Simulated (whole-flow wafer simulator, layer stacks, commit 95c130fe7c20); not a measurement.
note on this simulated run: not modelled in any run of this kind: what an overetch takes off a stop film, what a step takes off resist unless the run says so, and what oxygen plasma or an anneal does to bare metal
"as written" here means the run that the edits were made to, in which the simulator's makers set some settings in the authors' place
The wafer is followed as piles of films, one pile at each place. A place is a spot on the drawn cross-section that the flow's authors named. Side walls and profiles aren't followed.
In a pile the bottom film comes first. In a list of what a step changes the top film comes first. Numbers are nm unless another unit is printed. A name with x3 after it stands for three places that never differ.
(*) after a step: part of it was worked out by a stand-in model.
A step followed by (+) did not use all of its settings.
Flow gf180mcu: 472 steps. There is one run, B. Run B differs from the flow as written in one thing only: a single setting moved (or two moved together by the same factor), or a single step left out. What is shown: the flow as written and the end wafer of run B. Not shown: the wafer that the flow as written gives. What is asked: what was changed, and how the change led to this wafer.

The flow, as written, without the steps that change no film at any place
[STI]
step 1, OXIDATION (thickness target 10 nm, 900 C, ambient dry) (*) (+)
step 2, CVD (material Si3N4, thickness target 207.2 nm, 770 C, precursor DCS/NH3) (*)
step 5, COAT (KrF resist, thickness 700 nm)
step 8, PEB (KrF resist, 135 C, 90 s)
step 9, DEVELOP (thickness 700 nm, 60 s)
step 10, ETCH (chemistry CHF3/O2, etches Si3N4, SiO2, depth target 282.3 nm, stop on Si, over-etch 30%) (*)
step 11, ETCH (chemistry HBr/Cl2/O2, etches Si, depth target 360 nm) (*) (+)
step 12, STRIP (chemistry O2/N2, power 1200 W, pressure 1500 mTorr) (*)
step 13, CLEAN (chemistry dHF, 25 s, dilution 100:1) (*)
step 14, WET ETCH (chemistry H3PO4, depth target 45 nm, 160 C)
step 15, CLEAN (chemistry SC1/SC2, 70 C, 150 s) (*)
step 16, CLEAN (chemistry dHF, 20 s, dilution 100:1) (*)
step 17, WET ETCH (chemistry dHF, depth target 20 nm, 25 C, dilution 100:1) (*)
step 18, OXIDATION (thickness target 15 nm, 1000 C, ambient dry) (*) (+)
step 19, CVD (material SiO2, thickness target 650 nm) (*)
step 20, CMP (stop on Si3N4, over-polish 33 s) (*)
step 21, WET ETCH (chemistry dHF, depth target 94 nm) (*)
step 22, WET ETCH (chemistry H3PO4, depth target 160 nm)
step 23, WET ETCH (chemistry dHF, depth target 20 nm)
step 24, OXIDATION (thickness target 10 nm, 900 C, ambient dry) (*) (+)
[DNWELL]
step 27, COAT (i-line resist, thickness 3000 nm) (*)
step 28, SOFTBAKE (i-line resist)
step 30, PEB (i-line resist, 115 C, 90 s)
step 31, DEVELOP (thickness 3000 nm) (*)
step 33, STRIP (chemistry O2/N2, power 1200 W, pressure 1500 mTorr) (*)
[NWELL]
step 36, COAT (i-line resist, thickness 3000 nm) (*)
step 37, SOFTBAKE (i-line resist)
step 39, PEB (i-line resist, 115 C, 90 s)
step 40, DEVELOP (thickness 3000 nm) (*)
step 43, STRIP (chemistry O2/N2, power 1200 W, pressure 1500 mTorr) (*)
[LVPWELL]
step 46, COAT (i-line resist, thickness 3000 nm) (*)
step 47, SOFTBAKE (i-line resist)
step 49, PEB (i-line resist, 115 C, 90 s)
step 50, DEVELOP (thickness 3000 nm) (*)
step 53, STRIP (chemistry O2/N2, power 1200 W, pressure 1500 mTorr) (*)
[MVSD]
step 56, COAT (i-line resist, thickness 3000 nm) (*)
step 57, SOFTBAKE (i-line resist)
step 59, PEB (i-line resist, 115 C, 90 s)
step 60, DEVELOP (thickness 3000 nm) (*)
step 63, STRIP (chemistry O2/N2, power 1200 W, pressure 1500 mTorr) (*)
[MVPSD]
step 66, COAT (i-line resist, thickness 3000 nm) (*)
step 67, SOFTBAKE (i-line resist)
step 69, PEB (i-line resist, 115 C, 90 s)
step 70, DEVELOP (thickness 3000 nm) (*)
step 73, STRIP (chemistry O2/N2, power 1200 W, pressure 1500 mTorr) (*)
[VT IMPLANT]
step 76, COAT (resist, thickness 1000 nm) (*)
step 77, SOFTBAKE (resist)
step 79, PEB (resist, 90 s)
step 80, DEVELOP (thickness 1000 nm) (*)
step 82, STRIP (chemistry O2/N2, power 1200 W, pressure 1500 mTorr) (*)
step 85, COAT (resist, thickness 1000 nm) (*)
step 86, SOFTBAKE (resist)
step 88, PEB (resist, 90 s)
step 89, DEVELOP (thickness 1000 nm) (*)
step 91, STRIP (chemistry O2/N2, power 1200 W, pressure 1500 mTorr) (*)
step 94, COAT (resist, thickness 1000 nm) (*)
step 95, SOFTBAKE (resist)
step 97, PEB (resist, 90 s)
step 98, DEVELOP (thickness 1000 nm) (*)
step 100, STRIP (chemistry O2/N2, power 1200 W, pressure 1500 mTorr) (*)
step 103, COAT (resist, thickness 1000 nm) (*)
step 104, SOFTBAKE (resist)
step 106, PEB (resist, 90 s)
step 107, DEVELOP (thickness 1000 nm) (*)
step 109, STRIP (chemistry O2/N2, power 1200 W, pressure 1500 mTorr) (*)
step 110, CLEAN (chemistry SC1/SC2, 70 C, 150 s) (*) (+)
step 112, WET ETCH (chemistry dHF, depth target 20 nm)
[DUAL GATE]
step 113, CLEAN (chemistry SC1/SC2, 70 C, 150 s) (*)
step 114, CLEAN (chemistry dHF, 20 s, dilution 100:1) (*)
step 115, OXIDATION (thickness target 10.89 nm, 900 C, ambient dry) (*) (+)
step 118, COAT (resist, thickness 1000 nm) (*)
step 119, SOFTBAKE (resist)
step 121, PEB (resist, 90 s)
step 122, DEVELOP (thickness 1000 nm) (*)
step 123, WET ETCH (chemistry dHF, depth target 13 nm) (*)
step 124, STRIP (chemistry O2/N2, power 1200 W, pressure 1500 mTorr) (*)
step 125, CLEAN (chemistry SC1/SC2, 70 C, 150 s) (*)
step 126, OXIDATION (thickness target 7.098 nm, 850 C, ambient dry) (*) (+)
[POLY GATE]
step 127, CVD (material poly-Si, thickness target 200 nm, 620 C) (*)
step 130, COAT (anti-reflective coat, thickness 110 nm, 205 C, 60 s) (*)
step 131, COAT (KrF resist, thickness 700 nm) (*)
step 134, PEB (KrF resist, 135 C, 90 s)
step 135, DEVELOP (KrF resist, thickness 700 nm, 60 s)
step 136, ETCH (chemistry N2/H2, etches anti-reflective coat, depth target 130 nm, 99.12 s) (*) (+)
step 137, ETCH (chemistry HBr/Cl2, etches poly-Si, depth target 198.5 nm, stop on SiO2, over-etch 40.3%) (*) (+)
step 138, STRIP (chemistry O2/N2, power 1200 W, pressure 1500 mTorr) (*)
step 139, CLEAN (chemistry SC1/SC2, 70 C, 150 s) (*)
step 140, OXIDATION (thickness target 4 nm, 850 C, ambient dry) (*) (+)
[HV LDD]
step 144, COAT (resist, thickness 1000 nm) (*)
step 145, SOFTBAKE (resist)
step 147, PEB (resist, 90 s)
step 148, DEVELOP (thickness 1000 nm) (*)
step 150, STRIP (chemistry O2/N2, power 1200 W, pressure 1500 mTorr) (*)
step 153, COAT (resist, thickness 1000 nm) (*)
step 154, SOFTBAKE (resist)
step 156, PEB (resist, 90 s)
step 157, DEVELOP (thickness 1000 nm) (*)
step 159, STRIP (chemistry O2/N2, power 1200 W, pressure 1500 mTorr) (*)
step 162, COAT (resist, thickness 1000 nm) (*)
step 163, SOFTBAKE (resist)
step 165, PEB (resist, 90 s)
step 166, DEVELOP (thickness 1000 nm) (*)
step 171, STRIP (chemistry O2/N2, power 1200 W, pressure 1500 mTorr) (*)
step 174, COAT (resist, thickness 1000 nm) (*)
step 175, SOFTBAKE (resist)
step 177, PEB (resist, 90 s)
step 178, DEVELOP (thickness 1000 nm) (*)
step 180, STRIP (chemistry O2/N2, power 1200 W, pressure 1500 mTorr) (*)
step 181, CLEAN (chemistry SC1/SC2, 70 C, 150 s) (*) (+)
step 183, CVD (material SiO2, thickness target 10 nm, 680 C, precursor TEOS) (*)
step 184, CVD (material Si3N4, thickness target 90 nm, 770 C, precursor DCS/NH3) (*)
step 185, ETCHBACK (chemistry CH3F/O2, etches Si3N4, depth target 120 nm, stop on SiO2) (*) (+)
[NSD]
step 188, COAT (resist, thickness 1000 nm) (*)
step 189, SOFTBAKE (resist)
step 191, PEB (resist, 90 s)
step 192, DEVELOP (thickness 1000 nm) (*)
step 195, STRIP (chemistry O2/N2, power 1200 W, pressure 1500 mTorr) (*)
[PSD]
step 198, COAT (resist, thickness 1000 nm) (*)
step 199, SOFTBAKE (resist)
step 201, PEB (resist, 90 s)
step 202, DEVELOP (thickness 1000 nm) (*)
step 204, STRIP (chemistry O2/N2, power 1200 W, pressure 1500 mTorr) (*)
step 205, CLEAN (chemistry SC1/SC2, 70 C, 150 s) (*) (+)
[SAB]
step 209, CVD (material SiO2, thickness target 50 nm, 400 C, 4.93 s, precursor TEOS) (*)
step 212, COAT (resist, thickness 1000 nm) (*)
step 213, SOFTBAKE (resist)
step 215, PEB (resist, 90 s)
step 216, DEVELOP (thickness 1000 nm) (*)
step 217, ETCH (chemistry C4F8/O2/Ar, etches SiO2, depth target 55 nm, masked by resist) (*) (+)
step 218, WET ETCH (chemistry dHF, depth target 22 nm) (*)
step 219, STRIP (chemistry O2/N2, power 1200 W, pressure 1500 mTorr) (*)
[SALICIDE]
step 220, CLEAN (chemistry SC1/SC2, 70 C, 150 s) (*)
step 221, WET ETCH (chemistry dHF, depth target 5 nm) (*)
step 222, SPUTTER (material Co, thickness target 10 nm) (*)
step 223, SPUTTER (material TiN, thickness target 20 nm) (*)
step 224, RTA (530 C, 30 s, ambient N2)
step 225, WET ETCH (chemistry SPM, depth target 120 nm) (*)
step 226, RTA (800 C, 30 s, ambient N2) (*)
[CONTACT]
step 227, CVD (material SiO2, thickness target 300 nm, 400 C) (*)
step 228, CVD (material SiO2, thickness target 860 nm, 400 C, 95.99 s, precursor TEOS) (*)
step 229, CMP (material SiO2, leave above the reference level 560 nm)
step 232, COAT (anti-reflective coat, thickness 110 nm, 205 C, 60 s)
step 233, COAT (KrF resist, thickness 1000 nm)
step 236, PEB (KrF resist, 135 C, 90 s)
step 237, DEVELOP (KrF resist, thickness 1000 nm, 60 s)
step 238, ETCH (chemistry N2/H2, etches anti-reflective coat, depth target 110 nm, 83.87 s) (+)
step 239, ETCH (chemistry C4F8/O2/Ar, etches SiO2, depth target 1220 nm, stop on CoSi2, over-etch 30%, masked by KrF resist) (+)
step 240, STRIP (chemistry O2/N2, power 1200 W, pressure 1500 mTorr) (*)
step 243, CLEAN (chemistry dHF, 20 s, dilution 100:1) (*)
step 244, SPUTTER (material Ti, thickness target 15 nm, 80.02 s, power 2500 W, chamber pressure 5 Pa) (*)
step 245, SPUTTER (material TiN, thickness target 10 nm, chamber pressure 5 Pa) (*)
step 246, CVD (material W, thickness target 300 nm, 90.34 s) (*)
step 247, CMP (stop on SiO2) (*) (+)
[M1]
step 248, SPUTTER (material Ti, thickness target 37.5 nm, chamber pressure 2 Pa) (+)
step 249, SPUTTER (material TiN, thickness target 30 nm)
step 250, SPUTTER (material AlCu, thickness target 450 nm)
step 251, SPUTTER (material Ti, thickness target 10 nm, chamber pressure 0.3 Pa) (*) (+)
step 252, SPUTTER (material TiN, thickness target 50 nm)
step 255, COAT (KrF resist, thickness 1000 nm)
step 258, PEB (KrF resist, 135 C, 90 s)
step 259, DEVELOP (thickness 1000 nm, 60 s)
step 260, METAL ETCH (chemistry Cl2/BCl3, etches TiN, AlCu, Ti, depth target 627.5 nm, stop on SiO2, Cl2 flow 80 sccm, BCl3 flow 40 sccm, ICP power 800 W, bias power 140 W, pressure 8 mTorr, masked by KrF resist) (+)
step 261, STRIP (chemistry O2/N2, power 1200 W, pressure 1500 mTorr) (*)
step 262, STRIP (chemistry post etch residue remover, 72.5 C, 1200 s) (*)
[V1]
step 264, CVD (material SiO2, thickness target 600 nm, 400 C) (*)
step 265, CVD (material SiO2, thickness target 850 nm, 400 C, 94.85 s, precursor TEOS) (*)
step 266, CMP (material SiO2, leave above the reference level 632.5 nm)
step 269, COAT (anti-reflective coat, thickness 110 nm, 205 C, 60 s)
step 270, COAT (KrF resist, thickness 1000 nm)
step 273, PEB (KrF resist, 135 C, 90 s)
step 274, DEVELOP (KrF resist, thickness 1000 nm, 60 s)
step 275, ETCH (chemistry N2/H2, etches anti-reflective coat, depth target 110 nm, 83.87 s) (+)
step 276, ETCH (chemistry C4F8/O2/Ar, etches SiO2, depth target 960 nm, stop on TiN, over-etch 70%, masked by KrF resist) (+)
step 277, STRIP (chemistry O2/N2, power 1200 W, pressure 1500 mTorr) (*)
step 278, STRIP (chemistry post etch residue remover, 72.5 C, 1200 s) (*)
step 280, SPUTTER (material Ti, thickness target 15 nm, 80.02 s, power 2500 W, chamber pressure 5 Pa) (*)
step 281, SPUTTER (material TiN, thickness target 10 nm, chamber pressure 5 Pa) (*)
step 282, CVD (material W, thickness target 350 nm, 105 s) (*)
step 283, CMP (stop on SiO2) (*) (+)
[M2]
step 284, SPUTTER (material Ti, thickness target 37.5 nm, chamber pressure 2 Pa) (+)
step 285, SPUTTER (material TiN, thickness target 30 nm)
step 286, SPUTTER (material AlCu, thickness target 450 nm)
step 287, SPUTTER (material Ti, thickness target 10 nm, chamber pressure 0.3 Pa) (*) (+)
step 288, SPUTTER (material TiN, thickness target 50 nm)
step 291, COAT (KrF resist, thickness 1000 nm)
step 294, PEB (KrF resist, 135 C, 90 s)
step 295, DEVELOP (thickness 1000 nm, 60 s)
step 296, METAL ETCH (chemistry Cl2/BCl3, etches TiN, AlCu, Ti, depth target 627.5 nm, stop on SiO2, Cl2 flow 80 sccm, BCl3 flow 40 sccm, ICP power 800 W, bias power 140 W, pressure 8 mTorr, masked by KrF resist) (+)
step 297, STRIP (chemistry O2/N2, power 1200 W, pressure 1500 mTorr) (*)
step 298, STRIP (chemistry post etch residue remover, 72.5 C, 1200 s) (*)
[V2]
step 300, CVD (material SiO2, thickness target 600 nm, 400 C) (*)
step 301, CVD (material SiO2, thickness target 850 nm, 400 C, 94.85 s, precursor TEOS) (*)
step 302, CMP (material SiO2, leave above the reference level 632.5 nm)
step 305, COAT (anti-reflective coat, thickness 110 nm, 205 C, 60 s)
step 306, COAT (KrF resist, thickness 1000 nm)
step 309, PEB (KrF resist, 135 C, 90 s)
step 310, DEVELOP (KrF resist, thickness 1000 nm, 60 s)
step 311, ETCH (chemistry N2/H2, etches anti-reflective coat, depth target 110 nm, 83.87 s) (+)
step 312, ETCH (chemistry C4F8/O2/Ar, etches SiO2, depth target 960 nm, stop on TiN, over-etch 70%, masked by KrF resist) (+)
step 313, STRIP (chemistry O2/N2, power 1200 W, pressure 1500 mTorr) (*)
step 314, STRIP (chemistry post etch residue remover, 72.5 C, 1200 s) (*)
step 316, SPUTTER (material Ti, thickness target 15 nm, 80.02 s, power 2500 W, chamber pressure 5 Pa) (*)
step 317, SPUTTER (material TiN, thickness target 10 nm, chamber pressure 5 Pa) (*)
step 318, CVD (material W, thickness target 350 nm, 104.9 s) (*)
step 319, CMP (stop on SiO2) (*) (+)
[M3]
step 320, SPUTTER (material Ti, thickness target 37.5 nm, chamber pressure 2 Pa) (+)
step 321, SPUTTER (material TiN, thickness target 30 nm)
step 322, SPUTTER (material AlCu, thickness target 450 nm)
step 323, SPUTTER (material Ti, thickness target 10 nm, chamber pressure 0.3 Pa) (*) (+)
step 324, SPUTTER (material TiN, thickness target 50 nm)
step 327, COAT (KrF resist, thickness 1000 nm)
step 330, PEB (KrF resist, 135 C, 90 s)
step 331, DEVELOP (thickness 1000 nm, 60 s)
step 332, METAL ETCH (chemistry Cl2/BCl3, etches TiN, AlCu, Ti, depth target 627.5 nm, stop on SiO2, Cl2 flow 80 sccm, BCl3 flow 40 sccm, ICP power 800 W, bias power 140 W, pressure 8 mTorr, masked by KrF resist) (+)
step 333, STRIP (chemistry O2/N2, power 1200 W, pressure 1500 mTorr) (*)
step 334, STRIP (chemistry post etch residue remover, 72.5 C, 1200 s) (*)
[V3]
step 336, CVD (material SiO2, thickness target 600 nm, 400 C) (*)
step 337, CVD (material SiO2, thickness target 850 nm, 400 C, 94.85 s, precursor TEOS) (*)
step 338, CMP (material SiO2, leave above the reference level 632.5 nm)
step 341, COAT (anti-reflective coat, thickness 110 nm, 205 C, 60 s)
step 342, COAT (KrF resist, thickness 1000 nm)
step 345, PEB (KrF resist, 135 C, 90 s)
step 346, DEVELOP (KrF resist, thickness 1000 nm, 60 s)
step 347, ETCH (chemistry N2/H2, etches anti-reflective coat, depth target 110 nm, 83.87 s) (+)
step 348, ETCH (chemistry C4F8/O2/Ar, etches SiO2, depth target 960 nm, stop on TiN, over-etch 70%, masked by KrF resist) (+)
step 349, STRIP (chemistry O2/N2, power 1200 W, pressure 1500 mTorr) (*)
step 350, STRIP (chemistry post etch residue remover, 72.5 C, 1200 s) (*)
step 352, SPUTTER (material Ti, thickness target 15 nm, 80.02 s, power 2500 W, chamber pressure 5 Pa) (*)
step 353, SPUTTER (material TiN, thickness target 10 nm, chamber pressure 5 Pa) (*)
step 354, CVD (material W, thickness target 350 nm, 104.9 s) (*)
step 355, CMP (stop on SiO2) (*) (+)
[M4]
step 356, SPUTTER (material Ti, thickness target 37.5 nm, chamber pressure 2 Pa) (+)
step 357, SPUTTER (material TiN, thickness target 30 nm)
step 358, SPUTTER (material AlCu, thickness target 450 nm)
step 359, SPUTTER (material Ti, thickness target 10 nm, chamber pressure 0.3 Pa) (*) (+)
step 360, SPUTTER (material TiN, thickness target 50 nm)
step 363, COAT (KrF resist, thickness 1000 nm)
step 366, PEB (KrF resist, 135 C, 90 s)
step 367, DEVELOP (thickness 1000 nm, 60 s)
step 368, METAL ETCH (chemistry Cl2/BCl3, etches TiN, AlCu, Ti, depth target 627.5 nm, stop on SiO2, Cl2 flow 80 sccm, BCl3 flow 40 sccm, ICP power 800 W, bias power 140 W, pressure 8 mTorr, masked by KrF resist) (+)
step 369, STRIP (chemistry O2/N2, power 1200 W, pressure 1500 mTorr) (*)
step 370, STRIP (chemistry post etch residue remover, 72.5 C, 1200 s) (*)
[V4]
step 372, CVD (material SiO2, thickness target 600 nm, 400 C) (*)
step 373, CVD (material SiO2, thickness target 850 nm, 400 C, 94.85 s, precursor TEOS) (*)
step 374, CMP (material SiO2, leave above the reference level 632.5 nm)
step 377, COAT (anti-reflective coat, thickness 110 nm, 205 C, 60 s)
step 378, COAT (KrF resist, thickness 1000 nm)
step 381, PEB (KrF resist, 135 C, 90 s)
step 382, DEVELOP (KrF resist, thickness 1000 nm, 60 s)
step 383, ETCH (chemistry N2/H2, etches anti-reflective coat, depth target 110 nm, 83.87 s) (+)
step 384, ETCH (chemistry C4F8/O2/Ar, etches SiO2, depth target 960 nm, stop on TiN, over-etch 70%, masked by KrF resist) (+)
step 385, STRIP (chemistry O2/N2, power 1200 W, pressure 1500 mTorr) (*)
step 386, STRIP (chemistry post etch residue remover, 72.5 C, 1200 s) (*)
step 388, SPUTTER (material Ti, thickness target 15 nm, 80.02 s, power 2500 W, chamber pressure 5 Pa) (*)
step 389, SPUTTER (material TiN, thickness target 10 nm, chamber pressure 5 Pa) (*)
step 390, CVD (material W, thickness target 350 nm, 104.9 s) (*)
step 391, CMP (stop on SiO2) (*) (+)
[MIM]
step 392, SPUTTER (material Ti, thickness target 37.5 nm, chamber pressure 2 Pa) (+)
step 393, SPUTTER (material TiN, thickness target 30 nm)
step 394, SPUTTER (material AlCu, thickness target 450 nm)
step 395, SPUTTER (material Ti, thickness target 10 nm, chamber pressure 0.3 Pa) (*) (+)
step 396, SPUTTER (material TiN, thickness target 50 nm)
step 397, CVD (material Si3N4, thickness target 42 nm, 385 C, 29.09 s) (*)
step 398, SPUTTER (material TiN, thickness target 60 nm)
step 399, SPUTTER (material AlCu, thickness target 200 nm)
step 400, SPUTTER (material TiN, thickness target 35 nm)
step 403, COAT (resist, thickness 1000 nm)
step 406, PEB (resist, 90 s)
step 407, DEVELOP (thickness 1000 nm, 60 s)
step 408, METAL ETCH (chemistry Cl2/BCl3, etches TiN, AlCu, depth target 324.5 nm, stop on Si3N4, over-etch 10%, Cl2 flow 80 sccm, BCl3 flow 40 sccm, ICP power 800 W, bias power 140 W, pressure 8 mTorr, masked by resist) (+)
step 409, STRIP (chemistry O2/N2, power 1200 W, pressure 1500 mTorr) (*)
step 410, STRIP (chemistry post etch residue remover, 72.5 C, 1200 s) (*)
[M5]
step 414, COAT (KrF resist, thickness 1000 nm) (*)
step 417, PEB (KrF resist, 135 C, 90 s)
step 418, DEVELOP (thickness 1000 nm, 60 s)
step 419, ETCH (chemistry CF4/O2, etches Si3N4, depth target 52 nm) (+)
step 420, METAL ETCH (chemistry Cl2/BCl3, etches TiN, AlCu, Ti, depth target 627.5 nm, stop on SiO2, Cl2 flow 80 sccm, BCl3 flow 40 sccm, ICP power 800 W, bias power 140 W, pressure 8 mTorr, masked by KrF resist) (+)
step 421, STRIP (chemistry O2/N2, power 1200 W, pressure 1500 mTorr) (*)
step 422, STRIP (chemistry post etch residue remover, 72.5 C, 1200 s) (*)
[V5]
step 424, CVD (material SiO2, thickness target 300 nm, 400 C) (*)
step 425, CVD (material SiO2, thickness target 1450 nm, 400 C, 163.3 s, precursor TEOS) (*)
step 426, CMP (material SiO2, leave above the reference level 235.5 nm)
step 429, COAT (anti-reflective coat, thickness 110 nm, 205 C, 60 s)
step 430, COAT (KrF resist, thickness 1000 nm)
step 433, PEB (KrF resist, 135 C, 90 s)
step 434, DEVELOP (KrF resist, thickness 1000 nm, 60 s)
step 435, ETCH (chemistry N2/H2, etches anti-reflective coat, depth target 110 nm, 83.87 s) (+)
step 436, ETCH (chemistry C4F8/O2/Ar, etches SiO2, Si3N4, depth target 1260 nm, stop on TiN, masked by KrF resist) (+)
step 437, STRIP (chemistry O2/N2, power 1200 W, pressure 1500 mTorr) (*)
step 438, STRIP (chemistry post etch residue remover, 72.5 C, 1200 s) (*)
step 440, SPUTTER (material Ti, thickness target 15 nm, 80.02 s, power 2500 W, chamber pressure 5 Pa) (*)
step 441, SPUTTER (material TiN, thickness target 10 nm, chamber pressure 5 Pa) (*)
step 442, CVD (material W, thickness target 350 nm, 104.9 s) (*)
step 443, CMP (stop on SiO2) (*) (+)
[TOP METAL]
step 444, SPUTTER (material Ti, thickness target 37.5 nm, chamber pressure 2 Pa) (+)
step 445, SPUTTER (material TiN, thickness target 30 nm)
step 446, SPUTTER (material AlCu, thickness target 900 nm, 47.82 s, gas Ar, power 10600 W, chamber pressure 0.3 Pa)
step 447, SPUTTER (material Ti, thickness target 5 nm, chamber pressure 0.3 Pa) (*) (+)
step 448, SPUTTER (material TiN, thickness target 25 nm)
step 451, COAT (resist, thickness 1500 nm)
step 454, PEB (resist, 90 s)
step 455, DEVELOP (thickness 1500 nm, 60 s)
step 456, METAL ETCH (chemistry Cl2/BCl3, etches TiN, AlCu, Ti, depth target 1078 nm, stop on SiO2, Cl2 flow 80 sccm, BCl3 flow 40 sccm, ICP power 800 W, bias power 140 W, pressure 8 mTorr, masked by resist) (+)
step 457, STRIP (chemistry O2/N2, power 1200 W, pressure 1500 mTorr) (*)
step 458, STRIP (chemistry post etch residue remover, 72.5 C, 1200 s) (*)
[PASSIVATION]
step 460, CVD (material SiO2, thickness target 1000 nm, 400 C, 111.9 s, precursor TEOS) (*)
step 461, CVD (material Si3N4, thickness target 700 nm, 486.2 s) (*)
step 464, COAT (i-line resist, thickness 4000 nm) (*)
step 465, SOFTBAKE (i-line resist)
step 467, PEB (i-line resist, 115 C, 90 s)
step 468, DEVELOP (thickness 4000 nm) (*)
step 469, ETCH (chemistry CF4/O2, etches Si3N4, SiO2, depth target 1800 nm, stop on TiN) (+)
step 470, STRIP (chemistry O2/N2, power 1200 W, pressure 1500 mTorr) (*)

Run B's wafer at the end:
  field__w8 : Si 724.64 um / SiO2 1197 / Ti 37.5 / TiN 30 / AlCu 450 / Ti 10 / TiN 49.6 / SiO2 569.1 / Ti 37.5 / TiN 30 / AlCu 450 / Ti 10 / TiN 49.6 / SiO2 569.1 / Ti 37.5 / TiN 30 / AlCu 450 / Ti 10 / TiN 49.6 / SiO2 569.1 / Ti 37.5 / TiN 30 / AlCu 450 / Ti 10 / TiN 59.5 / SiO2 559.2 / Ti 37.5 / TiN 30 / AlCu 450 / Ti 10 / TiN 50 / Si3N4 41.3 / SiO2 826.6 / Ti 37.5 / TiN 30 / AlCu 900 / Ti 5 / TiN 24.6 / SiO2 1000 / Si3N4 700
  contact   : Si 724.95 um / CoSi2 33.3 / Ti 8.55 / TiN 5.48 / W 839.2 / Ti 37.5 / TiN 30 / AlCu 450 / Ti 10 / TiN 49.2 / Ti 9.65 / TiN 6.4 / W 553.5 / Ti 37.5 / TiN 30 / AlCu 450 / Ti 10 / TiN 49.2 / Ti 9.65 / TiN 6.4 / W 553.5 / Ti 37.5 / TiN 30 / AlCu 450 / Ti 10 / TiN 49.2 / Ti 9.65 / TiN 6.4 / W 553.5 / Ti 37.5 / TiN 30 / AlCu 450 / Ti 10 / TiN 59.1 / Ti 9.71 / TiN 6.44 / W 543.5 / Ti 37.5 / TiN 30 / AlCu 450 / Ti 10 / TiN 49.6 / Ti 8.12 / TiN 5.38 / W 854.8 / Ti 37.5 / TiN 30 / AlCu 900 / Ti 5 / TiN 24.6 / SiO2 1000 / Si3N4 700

Cause: step 360, SPUTTER: thickness target 59.9 nm was run, though the flow has thickness target 50 nm.

The path from the change to this, step by step:
  step 360, SPUTTER (material TiN, thickness target 50 nm)
      field, field__w1, field__w2 and 108 more: TiN gains 59.9 (new film) (in the flow as written it would be: TiN gains 50 (new film))
  step 368, METAL ETCH (chemistry Cl2/BCl3, etches TiN, AlCu, Ti, depth target 627.5 nm, stop on SiO2, Cl2 flow 80 sccm, BCl3 flow 40 sccm, ICP power 800 W, bias power 140 W, pressure 8 mTorr, masked by KrF resist) (+)
      field, field__w1, field__w2 and 103 more: TiN loses 59.9 (all of it), Ti loses 10 (all of it), AlCu loses 450 (all of it), TiN loses 30 (all of it), Ti loses 37.5 (all of it) (in the flow as written it would be: TiN loses 50 (all of it), Ti loses 10 (all of it), AlCu loses 450 (all of it), TiN loses 30 (all of it), Ti loses 37.5 (all of it))
